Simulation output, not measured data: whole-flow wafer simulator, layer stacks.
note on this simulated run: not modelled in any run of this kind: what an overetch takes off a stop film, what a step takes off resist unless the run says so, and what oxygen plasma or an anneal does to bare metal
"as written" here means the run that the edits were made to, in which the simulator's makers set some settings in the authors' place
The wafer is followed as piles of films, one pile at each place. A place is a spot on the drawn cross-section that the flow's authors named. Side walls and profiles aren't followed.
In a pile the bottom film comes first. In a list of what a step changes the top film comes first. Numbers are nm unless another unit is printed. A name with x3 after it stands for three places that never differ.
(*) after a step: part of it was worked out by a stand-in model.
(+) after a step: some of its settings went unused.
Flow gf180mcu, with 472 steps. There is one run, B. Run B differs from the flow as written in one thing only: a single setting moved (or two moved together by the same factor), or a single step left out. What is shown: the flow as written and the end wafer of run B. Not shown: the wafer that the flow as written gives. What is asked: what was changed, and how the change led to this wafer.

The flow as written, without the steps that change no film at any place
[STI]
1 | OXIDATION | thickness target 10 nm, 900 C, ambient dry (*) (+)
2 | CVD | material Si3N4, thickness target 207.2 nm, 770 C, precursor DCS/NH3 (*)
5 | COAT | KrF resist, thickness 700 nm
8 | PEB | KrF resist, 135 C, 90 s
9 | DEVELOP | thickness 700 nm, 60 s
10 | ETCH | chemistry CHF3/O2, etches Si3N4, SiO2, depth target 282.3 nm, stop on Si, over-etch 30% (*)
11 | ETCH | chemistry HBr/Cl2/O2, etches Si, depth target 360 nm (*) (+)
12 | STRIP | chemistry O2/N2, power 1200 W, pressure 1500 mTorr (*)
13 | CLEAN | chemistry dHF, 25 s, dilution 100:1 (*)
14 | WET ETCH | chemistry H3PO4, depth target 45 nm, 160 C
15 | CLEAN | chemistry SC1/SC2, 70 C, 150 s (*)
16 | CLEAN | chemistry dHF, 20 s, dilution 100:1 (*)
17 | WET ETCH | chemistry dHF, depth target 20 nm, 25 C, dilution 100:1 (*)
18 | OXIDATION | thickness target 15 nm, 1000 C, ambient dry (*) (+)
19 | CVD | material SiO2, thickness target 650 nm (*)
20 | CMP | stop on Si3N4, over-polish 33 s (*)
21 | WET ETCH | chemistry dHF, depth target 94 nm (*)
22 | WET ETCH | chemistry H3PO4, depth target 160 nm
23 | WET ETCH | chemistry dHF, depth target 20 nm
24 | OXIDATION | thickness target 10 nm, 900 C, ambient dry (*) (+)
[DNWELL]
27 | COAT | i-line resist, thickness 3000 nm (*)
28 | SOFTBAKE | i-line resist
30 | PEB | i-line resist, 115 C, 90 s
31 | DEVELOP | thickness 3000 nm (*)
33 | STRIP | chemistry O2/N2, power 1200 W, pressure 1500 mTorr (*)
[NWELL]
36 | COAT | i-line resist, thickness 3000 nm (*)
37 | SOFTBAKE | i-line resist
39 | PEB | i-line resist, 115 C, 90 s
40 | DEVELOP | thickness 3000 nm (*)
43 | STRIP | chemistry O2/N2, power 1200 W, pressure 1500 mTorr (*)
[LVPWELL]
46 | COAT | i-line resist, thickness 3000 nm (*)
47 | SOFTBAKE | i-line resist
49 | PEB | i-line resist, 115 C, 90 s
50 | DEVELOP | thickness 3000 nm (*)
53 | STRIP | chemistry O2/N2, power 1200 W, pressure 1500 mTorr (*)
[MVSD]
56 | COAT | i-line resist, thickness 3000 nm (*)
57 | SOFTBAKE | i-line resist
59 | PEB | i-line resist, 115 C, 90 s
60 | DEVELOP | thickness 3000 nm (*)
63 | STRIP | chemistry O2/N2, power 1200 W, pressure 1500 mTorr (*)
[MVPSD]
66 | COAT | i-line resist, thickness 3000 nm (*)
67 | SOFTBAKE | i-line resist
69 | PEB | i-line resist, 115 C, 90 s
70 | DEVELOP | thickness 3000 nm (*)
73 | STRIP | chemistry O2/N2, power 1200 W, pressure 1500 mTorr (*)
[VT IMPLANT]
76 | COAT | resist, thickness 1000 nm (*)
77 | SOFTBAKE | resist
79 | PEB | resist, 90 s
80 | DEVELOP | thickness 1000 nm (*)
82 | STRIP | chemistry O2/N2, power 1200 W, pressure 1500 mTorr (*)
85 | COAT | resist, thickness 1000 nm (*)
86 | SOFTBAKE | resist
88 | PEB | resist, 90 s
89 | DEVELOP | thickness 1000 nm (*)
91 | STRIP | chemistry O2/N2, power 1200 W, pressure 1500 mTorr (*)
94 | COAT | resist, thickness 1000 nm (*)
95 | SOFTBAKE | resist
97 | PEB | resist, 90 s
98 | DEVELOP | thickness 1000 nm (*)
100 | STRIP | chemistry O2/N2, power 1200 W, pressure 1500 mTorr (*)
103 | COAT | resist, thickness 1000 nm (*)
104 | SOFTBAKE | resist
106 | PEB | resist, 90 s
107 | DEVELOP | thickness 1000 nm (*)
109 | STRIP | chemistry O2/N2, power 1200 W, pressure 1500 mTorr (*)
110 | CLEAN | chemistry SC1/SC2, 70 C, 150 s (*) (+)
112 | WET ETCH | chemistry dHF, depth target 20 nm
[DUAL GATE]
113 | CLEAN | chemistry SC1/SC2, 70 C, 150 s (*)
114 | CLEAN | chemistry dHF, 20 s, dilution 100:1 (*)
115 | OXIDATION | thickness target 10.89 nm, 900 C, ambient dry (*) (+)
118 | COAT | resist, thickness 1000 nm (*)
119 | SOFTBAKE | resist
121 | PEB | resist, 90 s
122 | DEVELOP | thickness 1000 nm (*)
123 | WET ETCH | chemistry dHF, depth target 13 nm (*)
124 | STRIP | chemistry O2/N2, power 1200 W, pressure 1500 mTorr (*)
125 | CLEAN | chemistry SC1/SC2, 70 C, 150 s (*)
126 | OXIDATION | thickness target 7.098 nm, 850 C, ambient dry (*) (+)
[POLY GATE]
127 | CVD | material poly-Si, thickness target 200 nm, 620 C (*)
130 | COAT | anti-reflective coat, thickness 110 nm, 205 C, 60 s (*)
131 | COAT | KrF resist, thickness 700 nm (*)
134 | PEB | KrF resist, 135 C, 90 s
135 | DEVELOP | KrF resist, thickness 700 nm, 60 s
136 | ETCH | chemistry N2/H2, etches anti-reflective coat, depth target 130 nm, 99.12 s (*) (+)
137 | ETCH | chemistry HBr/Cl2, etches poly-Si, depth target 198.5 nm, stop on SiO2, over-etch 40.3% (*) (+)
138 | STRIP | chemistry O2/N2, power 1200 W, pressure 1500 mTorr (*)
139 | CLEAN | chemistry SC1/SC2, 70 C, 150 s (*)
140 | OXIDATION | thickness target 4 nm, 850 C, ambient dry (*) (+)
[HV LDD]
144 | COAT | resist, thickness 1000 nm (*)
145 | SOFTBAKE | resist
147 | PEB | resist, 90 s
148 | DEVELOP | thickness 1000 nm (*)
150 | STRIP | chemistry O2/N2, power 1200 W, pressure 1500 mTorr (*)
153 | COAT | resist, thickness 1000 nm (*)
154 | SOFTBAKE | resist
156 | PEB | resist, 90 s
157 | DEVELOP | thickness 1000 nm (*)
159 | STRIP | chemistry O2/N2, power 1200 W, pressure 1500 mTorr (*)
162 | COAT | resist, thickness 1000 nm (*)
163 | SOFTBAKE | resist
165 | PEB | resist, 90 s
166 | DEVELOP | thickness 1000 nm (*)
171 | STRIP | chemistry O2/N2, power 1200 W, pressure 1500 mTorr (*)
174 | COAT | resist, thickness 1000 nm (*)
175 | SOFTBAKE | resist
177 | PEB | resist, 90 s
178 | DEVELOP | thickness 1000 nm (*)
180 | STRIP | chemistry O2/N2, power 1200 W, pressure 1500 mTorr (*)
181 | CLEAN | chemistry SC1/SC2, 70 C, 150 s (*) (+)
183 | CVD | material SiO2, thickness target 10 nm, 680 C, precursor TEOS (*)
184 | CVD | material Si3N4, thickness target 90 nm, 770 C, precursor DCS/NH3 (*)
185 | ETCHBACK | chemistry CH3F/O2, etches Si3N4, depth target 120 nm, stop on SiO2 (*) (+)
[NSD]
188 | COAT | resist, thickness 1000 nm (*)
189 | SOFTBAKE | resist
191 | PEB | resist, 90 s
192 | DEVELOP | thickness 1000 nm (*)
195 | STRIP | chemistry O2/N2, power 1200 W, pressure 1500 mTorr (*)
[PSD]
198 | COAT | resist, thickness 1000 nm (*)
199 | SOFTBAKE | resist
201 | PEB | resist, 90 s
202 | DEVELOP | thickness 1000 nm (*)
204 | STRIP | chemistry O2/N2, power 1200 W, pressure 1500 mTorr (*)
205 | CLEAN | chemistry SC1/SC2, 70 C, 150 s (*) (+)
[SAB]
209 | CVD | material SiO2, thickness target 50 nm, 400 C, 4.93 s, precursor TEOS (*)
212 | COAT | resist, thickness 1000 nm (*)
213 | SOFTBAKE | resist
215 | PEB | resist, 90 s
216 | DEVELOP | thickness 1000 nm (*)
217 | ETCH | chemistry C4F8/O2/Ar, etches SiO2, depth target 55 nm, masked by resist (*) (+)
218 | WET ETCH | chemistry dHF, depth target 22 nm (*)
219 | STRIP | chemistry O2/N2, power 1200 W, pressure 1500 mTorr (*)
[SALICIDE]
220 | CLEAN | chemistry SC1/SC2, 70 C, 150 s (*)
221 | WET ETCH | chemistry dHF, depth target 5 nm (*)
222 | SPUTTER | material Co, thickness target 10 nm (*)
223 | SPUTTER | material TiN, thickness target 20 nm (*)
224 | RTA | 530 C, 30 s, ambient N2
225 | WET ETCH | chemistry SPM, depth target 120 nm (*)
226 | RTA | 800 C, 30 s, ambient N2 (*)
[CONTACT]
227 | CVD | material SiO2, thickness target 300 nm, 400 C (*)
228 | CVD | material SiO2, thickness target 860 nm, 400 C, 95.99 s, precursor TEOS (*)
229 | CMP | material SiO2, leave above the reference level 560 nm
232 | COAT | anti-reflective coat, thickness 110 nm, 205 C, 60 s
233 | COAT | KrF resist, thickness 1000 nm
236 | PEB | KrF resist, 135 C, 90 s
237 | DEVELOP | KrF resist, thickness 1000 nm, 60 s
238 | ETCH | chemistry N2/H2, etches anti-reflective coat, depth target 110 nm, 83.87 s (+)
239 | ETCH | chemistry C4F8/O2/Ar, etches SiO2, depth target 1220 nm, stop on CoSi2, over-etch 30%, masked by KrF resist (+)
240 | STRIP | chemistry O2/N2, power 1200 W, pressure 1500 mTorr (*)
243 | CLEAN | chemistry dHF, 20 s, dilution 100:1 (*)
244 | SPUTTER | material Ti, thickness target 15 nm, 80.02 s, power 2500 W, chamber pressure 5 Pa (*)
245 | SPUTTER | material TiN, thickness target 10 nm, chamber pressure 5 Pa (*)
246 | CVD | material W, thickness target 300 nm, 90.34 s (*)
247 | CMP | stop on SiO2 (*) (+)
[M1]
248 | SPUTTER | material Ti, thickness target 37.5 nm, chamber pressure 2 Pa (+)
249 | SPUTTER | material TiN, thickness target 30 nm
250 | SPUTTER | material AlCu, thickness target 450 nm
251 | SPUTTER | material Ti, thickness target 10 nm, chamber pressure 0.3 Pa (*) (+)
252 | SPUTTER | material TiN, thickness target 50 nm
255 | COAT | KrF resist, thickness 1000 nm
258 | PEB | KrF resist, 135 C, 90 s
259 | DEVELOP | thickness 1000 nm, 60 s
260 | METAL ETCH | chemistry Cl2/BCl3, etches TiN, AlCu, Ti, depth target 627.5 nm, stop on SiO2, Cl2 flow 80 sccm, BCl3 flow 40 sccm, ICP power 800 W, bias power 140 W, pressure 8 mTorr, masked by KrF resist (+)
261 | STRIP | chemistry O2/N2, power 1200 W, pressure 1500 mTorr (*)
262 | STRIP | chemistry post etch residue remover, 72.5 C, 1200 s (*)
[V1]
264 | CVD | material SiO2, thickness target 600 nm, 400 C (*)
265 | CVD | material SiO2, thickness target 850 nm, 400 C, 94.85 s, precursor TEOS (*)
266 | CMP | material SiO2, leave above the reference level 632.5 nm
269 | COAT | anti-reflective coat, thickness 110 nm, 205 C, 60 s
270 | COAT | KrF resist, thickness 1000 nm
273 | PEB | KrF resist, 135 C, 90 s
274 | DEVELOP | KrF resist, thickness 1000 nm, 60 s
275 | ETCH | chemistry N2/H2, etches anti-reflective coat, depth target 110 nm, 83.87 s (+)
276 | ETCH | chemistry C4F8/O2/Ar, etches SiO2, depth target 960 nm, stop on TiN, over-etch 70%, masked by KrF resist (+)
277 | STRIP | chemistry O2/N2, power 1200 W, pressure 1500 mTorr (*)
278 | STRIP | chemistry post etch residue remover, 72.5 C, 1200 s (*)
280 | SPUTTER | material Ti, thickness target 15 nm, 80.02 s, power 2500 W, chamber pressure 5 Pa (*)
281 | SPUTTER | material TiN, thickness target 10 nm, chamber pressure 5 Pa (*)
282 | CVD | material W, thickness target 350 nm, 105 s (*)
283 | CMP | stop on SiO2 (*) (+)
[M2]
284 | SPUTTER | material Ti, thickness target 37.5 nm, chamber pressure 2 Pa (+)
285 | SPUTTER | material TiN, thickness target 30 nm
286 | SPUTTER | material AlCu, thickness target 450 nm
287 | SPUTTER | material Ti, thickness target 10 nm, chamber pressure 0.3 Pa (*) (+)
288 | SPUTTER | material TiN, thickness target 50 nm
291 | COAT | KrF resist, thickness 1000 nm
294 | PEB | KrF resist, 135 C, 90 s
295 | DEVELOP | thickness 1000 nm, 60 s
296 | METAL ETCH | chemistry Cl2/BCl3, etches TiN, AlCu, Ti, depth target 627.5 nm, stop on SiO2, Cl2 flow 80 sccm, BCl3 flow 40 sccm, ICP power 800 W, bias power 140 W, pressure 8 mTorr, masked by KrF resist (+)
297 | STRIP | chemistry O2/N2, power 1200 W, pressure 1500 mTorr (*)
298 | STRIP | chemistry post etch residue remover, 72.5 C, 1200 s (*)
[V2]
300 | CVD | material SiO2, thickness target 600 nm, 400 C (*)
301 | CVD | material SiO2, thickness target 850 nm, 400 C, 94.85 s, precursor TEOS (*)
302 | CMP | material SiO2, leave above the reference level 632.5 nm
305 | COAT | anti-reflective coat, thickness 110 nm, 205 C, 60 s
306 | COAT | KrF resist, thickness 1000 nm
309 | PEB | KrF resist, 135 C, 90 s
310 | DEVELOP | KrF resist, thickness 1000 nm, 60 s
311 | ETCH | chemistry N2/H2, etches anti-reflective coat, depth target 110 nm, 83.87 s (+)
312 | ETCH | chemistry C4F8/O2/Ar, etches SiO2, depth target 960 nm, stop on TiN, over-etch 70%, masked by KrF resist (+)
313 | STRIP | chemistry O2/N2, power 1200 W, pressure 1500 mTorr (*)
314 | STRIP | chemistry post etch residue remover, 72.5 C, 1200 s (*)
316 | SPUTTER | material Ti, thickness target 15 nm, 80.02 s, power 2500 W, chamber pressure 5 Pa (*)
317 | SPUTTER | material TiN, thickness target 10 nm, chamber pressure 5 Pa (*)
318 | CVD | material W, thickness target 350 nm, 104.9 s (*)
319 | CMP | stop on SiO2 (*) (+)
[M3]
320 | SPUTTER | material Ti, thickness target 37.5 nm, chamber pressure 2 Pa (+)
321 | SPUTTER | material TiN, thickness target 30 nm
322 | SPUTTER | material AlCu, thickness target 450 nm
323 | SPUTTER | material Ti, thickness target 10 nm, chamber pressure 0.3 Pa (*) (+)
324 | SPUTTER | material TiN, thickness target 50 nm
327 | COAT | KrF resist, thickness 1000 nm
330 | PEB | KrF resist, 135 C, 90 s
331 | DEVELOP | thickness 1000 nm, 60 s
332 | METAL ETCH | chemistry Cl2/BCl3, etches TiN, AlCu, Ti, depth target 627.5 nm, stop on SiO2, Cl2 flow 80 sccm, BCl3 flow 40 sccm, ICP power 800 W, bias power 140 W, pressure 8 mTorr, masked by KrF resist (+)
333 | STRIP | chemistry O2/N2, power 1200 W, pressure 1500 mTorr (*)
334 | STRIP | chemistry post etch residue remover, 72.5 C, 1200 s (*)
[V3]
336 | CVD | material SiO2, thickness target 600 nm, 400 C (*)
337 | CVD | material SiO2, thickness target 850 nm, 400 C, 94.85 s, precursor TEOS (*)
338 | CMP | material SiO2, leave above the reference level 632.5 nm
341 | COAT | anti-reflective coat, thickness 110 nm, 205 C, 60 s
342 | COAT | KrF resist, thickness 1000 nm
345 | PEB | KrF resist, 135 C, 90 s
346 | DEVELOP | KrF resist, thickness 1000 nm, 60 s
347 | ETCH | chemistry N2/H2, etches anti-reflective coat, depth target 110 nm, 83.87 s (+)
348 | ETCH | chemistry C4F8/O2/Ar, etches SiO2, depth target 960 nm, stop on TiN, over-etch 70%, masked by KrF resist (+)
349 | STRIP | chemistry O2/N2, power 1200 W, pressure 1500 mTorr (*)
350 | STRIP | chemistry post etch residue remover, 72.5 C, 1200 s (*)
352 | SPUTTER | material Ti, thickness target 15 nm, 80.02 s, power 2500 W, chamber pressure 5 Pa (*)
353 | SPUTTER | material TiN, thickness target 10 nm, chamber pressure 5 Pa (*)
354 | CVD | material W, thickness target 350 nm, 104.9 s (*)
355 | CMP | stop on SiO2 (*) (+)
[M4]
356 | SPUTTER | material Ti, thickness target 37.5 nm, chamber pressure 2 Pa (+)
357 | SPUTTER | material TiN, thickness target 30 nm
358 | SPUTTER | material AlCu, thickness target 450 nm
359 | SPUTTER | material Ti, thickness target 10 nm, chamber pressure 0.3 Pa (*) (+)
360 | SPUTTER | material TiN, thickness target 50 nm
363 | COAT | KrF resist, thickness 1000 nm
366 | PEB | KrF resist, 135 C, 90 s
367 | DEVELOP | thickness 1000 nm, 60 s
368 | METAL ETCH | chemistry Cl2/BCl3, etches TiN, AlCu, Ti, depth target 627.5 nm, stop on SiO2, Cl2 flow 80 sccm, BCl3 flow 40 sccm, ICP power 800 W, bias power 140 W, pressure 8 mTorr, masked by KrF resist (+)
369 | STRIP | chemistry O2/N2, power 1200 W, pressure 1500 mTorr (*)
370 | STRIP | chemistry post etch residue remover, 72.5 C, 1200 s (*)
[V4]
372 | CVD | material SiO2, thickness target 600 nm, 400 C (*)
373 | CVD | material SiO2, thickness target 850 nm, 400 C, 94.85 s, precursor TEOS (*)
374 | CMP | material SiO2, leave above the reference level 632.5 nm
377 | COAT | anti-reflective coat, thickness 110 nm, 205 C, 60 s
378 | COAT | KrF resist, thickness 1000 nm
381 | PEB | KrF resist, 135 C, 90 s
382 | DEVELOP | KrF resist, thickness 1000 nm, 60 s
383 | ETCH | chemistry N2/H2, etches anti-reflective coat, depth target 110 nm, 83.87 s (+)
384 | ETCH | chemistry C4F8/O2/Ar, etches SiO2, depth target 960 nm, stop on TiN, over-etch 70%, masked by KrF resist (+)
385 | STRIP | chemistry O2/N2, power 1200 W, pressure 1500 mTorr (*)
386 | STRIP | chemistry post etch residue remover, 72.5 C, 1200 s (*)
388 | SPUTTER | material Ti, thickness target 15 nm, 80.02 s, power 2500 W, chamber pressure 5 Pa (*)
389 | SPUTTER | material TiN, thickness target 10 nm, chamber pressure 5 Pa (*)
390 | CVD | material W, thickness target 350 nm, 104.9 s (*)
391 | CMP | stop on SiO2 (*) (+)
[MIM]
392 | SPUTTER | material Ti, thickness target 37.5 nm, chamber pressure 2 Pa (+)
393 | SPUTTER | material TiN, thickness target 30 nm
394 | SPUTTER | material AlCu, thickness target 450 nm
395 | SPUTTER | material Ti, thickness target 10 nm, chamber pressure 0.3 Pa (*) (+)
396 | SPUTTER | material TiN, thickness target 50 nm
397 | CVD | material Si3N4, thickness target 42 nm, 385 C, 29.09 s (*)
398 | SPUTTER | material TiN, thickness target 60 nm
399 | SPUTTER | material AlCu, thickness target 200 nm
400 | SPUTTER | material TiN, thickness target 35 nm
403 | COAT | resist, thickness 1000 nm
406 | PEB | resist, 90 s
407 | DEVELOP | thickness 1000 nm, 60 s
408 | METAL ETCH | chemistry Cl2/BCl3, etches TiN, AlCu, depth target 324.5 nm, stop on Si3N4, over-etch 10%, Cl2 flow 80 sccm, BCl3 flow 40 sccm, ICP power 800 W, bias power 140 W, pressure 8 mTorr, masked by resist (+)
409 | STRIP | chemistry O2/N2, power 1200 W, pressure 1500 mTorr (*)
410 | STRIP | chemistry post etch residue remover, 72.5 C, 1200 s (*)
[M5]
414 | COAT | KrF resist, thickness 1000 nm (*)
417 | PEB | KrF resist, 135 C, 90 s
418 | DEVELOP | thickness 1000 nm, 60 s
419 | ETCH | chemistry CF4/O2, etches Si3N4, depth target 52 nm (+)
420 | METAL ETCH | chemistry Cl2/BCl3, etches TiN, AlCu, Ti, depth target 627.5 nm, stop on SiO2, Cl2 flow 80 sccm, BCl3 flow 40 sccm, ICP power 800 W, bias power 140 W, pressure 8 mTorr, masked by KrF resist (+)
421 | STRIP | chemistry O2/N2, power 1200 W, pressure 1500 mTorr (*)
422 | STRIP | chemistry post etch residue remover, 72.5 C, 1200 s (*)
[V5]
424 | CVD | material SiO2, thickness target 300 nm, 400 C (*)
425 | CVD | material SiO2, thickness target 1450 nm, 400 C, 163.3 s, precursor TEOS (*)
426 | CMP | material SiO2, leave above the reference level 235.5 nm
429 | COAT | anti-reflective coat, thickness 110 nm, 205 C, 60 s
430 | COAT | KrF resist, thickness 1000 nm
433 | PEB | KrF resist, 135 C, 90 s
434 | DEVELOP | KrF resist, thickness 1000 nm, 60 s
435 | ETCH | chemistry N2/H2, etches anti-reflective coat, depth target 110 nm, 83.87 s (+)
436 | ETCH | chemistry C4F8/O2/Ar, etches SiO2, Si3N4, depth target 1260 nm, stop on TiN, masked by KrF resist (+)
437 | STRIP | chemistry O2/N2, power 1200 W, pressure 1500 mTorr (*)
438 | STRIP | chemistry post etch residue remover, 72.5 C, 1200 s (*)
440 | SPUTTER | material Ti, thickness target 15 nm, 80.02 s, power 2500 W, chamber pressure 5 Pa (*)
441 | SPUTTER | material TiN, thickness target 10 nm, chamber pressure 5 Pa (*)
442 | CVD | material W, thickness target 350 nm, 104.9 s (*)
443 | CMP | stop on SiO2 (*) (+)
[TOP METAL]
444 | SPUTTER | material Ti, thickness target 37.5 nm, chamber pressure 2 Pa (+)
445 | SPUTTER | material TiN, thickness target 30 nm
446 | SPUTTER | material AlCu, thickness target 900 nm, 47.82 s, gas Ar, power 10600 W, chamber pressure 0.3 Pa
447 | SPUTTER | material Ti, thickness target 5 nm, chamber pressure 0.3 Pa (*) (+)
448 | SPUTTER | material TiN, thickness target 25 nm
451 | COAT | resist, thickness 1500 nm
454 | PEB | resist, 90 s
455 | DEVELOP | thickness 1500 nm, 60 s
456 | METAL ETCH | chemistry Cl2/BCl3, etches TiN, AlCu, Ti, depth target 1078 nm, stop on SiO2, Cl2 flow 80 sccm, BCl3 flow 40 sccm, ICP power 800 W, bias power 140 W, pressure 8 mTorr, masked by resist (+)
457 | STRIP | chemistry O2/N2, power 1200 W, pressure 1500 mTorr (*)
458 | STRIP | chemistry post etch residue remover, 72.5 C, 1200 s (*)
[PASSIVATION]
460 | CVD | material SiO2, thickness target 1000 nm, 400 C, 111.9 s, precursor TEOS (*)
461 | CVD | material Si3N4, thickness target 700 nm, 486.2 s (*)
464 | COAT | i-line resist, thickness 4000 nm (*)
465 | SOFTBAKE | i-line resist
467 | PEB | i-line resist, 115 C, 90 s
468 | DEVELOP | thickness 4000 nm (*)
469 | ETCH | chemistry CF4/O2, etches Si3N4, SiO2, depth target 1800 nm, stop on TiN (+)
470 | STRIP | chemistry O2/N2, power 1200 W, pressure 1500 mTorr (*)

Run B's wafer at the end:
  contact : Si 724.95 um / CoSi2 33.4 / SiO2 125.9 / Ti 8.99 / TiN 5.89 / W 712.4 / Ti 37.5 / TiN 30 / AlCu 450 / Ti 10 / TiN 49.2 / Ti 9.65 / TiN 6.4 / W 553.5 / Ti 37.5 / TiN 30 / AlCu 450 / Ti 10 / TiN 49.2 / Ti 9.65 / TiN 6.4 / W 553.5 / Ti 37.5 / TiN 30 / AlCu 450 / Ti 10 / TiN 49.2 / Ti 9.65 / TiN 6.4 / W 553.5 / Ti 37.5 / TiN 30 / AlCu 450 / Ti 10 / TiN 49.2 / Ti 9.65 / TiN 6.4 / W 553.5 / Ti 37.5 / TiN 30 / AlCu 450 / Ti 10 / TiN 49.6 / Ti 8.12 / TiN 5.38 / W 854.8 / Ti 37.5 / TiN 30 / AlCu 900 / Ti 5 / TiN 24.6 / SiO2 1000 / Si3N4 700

Cause: step 239, ETCH: depth target 732 nm was run, whereas the flow has depth target 1220 nm.

The path from the change to this, step by step:
  239 | ETCH | chemistry C4F8/O2/Ar, etches SiO2, depth target 1220 nm, stop on CoSi2, over-etch 30%, masked by KrF resist (+)
      contact: -732 SiO2 (as written it would have been: -859.2 SiO2 (all of it))
      field, field__w1, field__w2 and 105 more: -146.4 KrF resist (as written it would have been: -223.4 KrF resist)
  240 | STRIP | chemistry O2/N2, power 1200 W, pressure 1500 mTorr (*)
      field, field__w1, field__w2 and 105 more: -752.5 KrF resist (all of it), -110 anti-reflective coat (all of it) (as written it would have been: -675.6 KrF resist (all of it), -110 anti-reflective coat (all of it))
  243 | CLEAN | chemistry dHF, 20 s, dilution 100:1 (*)
      contact: -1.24 SiO2 (as written it would have been: -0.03 CoSi2)
  246 | CVD | material W, thickness target 300 nm, 90.34 s (*)
      contact: +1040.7 W (new film) (as written it would have been: +1167.5 W (new film))
With metal films that touch counted as one body, contact has 2 bodies (between them, from the top down: SiO2 125.9); the flow as written gives 1 body.
